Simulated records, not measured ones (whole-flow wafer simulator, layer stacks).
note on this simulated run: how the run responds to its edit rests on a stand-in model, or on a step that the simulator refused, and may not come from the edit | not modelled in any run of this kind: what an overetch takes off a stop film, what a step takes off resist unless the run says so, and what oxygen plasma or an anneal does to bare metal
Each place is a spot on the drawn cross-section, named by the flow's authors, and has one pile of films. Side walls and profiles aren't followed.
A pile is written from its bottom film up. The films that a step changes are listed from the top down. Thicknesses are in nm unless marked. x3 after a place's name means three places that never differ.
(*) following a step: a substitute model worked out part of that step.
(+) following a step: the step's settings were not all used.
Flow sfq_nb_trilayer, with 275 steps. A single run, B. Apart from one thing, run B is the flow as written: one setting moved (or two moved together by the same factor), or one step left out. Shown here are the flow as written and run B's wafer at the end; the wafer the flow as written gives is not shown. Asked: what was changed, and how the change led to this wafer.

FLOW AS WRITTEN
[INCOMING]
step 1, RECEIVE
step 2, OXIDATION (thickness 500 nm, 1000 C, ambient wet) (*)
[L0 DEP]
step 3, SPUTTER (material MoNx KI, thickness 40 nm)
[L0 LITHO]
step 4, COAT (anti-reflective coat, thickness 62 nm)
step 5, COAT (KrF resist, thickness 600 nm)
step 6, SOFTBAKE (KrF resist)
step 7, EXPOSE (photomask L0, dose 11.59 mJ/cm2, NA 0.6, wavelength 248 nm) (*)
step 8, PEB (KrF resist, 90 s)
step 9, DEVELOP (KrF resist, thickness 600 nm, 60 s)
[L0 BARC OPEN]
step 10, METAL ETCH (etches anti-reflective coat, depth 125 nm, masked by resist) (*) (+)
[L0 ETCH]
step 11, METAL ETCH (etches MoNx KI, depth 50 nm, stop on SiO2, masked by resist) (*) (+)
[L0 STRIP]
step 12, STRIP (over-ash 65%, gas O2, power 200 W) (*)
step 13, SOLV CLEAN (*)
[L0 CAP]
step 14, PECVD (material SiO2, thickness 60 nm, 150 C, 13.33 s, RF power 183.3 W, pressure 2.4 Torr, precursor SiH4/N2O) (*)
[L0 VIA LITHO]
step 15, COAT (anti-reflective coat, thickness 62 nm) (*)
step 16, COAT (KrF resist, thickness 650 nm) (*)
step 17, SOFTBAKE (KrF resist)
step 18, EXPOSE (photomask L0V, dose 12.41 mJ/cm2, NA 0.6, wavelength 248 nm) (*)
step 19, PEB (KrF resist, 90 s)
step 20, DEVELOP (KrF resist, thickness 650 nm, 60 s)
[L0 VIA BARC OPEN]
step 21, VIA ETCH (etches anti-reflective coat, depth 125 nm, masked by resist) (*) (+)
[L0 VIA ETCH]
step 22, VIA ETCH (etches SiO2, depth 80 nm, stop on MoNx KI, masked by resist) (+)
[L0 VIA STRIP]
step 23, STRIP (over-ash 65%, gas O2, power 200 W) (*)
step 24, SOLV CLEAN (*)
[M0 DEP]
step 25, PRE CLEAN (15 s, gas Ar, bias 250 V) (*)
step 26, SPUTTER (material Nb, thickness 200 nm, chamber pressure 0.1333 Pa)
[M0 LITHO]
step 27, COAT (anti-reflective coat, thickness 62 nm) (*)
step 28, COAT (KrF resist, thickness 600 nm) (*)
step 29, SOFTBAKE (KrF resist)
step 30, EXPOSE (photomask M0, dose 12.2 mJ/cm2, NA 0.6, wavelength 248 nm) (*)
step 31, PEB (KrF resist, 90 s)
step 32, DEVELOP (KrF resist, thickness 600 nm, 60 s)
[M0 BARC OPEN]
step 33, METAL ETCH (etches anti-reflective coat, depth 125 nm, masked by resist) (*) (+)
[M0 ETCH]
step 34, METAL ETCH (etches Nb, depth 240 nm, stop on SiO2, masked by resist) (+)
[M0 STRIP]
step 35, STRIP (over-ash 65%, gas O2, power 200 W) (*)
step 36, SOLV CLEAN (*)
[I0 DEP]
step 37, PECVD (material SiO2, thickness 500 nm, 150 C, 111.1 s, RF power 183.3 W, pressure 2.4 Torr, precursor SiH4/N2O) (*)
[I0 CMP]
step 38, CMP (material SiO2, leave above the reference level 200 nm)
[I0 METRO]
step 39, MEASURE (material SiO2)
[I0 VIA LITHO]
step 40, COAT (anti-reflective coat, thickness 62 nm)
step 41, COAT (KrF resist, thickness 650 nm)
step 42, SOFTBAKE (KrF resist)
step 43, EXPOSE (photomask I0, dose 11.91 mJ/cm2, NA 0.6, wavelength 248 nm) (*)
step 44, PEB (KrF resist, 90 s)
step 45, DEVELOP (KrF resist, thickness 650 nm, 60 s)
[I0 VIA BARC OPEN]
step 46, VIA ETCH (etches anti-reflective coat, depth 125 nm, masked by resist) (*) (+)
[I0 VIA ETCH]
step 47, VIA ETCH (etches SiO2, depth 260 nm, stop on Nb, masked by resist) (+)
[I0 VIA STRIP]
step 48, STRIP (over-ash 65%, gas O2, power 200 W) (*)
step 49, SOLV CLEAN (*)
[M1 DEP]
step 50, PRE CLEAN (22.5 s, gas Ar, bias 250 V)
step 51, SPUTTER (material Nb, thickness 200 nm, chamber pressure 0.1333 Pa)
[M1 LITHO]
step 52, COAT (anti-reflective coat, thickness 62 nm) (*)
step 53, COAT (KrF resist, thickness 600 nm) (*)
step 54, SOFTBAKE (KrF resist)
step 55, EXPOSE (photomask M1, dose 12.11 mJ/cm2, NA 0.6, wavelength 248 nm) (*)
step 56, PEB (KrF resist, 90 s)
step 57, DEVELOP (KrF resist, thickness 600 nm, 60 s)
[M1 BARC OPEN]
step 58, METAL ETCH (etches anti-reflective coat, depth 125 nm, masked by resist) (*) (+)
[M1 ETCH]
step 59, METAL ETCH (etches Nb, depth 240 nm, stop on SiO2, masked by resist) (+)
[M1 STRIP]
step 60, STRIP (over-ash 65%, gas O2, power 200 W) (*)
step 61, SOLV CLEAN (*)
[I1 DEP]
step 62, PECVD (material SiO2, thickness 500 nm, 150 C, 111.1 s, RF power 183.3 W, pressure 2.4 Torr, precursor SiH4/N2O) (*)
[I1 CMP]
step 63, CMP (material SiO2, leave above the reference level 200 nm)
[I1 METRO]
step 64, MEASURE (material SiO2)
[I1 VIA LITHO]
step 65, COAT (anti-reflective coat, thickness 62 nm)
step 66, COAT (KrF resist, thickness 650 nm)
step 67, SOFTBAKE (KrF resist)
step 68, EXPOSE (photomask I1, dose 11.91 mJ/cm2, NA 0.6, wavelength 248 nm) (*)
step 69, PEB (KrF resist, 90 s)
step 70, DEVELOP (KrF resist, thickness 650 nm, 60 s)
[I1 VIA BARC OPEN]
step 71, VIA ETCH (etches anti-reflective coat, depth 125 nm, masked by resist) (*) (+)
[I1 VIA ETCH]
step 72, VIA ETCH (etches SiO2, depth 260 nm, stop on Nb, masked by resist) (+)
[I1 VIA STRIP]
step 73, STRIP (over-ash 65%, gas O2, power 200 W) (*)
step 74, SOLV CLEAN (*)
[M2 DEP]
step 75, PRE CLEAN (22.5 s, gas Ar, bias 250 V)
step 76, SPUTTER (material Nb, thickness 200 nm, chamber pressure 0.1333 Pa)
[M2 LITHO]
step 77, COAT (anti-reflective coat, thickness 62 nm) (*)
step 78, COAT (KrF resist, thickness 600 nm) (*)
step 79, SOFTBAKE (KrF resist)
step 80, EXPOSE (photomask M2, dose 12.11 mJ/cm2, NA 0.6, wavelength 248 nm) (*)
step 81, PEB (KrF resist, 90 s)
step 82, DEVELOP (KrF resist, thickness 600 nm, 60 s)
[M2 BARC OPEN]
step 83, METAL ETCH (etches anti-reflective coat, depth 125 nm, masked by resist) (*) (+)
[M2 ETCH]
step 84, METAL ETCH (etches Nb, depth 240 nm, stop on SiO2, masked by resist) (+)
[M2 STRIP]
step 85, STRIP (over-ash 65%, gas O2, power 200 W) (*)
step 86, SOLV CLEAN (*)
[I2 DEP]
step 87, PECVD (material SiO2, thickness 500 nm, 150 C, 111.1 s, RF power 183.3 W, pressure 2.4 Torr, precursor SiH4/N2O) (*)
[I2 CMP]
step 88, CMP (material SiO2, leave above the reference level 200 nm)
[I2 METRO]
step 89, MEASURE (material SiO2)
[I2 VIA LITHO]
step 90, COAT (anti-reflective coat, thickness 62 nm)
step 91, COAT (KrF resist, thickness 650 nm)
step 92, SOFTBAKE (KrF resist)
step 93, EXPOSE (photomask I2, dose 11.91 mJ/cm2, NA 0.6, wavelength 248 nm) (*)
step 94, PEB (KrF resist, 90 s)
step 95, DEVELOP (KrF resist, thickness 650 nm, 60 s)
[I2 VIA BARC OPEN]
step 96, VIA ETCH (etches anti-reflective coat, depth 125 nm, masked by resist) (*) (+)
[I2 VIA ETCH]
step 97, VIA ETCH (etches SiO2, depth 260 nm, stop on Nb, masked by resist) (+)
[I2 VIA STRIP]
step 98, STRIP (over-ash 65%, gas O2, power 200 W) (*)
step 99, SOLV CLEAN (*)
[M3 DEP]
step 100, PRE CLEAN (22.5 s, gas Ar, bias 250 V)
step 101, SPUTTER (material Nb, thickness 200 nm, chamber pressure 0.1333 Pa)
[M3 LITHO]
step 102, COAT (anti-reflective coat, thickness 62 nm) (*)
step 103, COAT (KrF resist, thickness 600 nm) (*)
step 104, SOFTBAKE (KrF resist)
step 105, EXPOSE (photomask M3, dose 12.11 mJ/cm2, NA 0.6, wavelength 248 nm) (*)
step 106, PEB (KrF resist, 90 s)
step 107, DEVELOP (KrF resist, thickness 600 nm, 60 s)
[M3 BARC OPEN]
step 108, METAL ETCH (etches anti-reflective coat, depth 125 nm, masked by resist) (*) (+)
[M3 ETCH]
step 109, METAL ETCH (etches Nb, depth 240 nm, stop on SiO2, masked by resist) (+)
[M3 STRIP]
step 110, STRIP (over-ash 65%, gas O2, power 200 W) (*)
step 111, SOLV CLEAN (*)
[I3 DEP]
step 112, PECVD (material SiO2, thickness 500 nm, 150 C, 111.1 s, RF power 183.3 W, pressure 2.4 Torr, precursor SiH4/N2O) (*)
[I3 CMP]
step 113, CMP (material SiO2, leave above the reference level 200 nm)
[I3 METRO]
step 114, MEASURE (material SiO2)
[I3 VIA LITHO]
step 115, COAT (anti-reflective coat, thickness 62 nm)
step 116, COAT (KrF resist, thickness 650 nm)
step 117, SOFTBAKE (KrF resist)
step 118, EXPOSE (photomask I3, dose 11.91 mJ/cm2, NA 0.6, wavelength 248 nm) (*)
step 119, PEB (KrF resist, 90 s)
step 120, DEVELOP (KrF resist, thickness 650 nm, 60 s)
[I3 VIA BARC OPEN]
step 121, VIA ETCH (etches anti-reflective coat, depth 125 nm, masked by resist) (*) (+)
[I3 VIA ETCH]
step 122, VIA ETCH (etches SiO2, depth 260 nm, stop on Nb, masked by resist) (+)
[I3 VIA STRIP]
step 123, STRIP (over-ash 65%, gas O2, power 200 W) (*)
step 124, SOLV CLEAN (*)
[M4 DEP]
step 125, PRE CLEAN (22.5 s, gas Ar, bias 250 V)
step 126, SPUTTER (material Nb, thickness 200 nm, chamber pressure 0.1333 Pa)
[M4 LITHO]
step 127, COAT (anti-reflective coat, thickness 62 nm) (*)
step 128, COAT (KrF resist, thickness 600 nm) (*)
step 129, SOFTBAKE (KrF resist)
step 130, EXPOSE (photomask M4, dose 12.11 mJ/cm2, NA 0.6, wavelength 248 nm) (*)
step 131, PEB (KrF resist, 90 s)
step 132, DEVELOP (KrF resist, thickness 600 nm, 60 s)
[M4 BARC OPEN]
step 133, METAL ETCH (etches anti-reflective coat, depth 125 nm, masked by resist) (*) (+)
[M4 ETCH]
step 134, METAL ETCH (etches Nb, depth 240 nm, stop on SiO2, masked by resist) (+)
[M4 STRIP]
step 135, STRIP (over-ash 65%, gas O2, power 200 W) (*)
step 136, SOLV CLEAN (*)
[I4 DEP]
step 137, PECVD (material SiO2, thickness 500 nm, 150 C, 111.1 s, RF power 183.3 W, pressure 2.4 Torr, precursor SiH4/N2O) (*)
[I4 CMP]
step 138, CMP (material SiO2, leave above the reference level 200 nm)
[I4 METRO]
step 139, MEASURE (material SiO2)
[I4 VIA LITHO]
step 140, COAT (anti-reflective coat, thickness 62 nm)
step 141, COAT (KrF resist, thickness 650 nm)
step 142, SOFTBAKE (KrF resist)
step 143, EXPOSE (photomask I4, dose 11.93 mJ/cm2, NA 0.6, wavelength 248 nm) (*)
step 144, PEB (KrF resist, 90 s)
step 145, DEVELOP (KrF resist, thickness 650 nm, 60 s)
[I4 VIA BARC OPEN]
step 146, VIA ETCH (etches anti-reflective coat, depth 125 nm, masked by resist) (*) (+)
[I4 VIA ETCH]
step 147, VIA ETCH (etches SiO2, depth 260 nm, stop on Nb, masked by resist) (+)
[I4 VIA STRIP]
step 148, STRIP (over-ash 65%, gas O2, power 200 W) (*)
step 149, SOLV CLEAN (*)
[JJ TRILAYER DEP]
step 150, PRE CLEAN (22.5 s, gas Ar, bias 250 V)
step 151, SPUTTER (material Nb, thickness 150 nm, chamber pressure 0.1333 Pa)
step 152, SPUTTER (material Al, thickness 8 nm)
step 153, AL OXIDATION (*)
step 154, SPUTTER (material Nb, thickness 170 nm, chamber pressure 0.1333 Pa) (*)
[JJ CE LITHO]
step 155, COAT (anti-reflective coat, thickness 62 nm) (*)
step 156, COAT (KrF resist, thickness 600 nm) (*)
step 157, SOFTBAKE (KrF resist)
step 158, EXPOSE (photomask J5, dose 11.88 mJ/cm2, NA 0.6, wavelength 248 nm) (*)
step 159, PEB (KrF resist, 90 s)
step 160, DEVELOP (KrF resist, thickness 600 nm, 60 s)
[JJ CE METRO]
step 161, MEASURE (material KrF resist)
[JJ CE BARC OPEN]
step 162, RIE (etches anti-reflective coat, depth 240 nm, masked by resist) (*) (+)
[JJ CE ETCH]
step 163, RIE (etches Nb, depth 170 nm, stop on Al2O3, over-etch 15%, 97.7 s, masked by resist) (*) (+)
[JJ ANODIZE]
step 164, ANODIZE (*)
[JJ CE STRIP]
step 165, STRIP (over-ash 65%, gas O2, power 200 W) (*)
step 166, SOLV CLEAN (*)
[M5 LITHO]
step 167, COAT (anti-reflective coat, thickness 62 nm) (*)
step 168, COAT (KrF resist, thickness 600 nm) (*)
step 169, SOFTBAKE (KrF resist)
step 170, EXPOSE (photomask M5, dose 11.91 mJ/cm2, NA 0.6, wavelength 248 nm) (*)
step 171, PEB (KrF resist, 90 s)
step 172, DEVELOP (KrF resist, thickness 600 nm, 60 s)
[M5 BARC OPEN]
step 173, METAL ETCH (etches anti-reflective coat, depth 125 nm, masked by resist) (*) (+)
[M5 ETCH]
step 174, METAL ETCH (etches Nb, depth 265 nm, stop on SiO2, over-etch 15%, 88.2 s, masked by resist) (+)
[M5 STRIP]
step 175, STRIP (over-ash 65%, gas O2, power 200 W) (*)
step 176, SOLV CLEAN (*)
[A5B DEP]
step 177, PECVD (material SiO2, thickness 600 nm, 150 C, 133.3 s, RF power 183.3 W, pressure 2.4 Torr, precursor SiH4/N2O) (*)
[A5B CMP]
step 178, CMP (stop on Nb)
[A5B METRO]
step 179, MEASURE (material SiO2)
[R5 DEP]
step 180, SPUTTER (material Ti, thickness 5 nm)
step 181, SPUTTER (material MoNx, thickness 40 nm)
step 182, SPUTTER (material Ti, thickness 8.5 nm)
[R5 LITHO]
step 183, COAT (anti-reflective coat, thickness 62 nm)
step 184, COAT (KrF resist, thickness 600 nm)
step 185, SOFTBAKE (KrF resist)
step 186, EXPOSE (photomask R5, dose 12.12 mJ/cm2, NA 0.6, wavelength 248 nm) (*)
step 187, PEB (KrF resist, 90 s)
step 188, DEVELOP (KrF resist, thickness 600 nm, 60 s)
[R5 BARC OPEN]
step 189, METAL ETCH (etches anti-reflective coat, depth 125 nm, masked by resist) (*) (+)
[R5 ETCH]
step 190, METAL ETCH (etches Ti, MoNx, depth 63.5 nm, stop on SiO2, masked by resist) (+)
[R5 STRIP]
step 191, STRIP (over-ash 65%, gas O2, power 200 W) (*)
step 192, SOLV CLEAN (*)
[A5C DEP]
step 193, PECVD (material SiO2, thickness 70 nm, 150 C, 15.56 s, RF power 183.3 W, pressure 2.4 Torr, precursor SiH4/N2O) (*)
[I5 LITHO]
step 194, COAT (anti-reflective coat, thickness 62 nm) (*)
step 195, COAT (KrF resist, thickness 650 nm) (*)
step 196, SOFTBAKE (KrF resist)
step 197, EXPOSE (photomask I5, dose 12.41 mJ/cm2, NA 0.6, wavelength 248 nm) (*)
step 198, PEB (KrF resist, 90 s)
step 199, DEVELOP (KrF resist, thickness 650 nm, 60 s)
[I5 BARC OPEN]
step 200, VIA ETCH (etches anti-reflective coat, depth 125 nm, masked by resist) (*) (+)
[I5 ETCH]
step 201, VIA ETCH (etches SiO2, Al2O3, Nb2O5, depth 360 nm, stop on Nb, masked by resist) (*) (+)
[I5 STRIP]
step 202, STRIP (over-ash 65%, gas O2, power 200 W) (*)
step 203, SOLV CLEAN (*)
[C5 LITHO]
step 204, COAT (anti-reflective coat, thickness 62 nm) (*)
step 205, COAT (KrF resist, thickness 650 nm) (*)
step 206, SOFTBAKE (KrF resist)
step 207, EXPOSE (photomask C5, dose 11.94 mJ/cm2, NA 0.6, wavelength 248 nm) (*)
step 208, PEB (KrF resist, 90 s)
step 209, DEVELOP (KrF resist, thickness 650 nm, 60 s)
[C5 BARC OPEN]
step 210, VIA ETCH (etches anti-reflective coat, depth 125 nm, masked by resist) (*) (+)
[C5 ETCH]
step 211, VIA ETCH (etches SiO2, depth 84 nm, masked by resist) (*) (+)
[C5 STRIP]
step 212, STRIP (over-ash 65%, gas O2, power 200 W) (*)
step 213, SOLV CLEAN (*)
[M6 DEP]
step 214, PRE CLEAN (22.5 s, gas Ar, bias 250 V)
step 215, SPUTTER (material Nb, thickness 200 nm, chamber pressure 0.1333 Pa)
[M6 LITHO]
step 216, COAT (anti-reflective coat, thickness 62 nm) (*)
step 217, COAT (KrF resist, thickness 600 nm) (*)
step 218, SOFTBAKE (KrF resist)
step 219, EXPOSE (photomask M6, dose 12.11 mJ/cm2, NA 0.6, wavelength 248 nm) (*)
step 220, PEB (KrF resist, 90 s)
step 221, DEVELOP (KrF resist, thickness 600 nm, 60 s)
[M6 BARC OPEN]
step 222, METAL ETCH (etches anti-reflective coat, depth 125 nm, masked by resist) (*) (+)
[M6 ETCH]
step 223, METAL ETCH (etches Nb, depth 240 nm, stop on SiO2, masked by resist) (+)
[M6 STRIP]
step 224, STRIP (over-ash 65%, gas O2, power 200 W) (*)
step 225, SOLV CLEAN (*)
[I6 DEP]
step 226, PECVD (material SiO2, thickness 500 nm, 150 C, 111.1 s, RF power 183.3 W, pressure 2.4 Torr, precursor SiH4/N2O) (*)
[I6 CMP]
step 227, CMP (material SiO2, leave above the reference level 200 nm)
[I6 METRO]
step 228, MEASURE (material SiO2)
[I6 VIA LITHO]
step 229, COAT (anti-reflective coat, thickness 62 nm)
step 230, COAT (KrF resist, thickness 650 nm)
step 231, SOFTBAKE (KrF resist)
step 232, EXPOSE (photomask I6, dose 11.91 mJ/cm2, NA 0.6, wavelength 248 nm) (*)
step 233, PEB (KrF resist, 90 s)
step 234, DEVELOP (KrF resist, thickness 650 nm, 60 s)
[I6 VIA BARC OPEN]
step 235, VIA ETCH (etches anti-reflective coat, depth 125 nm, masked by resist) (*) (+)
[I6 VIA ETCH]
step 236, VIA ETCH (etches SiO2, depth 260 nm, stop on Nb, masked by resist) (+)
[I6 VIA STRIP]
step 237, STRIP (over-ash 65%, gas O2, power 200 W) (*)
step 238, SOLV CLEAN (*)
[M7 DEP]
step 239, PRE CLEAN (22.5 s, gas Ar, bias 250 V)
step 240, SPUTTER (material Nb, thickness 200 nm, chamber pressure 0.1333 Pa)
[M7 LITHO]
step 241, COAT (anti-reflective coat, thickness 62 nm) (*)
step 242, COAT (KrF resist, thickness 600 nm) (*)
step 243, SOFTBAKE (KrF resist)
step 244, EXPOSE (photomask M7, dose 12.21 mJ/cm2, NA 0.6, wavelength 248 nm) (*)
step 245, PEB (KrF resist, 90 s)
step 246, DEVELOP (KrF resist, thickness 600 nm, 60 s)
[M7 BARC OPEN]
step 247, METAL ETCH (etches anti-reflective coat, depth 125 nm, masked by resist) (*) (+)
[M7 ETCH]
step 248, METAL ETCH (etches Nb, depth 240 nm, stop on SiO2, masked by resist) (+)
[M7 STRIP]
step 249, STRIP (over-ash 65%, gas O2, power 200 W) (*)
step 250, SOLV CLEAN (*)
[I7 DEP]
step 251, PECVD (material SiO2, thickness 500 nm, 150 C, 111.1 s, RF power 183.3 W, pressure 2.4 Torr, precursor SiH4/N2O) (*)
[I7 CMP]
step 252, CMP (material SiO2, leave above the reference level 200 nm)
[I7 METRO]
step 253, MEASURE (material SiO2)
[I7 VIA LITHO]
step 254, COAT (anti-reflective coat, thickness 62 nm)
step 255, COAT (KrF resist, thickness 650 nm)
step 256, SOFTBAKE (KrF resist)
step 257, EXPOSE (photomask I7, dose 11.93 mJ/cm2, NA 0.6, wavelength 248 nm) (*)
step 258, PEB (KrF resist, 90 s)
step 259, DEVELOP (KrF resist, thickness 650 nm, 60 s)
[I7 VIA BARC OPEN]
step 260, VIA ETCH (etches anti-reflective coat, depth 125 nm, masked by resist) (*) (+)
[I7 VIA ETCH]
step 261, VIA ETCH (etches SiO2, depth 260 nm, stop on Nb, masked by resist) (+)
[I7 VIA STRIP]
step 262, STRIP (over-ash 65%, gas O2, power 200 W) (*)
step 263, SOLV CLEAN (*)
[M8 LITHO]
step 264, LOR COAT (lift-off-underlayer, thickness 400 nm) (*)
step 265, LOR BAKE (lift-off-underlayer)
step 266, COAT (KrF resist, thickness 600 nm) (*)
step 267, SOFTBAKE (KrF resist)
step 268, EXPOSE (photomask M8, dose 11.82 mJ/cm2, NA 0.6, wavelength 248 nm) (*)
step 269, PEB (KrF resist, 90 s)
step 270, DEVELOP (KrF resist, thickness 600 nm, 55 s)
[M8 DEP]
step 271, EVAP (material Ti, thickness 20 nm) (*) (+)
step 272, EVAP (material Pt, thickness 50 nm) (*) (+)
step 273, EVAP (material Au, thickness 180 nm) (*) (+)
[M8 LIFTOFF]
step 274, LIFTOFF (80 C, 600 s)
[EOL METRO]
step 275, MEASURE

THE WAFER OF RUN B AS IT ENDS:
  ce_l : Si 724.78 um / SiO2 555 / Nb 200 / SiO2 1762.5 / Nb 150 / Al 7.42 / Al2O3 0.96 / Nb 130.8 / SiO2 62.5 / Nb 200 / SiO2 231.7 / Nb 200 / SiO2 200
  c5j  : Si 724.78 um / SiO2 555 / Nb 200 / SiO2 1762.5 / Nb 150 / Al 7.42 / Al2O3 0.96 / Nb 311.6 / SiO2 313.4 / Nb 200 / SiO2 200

Cause: step 190, METAL ETCH: depth 92.7 nm was run, while the flow as written has depth 63.5 nm.

How this came from the change, step by step:
  step 190, METAL ETCH (etches Ti, MoNx, depth 63.5 nm, stop on SiO2, masked by resist) (+)
      be_r, r_sur, res, r_end, r5r_line_l, r5r_line_c, r5r_line_r: KrF resist loses 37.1 (it would be, as written: KrF resist loses 25.4)
      ce_l, c5j, ce_r, wl_jj: Ti loses 8.5 (all of it), MoNx loses 40 (all of it), Ti loses 5 (all of it), Nb loses 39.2 (it would be, as written: Ti loses 8.5 (all of it), MoNx loses 40 (all of it), Ti loses 5 (all of it), Nb loses 10)
  step 191, STRIP (over-ash 65%, gas O2, power 200 W) (*)
      be_r, r_sur, res, r_end, r5r_line_l, r5r_line_c, r5r_line_r: KrF resist loses 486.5 (all of it), anti-reflective coat loses 62 (all of it) (it would be, as written: KrF resist loses 498.2 (all of it), anti-reflective coat loses 62 (all of it))
  step 194, COAT (anti-reflective coat, thickness 62 nm) (*)
      wl_j_sl, wl_j_sr: anti-reflective coat gains 55.7 (new film) (it would be, as written: anti-reflective coat gains 60.2 (new film))
      jj_sur: anti-reflective coat gains 56.3 (new film) (it would be, as written: anti-reflective coat gains 60.8 (new film))
      (also at 5 further places)
  step 195, COAT (KrF resist, thickness 650 nm) (*)
      c5j: KrF resist gains 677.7 (new film) (it would be, as written: KrF resist gains 662.7 (new film))
      wl_jj: KrF resist gains 669.1 (new film) (it would be, as written: KrF resist gains 654.8 (new film))
  step 202, STRIP (over-ash 65%, gas O2, power 200 W) (*)
      wl_j_sl, wl_j_sr: KrF resist loses 333.1 (all of it), anti-reflective coat loses 55.7 (all of it) (it would be, as written: KrF resist loses 333.3 (all of it), anti-reflective coat loses 60.2 (all of it))
      jj_sur: KrF resist loses 337.5 (all of it), anti-reflective coat loses 56.3 (all of it) (it would be, as written: KrF resist loses 337.2 (all of it), anti-reflective coat loses 60.8 (all of it))
      (also at 5 further places)
  step 204, COAT (anti-reflective coat, thickness 62 nm) (*)
      wl_j_sl, wl_j_sr: anti-reflective coat gains 55.7 (new film) (it would be, as written: anti-reflective coat gains 60.2 (new film))
      jj_sur: anti-reflective coat gains 55 (new film) (it would be, as written: anti-reflective coat gains 59.5 (new film))
      (also at 5 further places)
  step 205, COAT (KrF resist, thickness 650 nm) (*)
      c5j: KrF resist gains 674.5 (new film) (it would be, as written: KrF resist gains 659.4 (new film))
      wl_jj: KrF resist gains 669.1 (new film) (it would be, as written: KrF resist gains 654.8 (new film))
  step 209, DEVELOP (KrF resist, thickness 650 nm, 60 s)
      c5j: KrF resist loses 673.1 (all of it) (it would be, as written: KrF resist loses 658.1 (all of it))
  step 210, VIA ETCH (etches anti-reflective coat, depth 125 nm, masked by resist) (*) (+)
      c5j: anti-reflective coat loses 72 (all of it), SiO2 loses 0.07 (it would be, as written: anti-reflective coat loses 63.9 (all of it), SiO2 loses 0.11)
  step 212, STRIP (over-ash 65%, gas O2, power 200 W) (*)
      wl_j_sl, wl_j_sr: KrF resist loses 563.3 (all of it), anti-reflective coat loses 55.7 (all of it) (it would be, as written: KrF resist loses 563.4 (all of it), anti-reflective coat loses 60.2 (all of it))
      jj_sur: KrF resist loses 562.2 (all of it), anti-reflective coat loses 55 (all of it) (it would be, as written: KrF resist loses 562 (all of it), anti-reflective coat loses 59.5 (all of it))
      (also at 4 further places)
  step 216, COAT (anti-reflective coat, thickness 62 nm) (*)
      wl_j_sl, wl_j_sr: anti-reflective coat gains 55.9 (new film) (it would be, as written: anti-reflective coat gains 60.2 (new film))
      jj_sur: anti-reflective coat gains 51.5 (new film) (it would be, as written: anti-reflective coat gains 56.1 (new film))
      (also at 5 further places)
  step 217, COAT (KrF resist, thickness 600 nm) (*)
      ce_l: KrF resist gains 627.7 (new film) (it would be, as written: KrF resist gains 614.7 (new film))
      c5j: KrF resist gains 651 (new film) (it would be, as written: KrF resist gains 636 (new film))
      (also at 2 further places)
  step 224, STRIP (over-ash 65%, gas O2, power 200 W) (*)
      wl_j_sl, wl_j_sr: KrF resist loses 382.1 (all of it), anti-reflective coat loses 55.9 (all of it) (it would be, as written: KrF resist loses 382.5 (all of it), anti-reflective coat loses 60.2 (all of it))
      jj_sur: KrF resist loses 378.3 (all of it), anti-reflective coat loses 51.5 (all of it) (it would be, as written: KrF resist loses 378.5 (all of it), anti-reflective coat loses 56.1 (all of it))
      (also at 5 further places)
  step 227, CMP (material SiO2, leave above the reference level 200 nm)
      ce_l, ce_r, wl_jj: SiO2 loses 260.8 (it would be, as written: SiO2 loses 290)
      c5j: SiO2 loses 193.8 (it would be, as written: SiO2 loses 223)
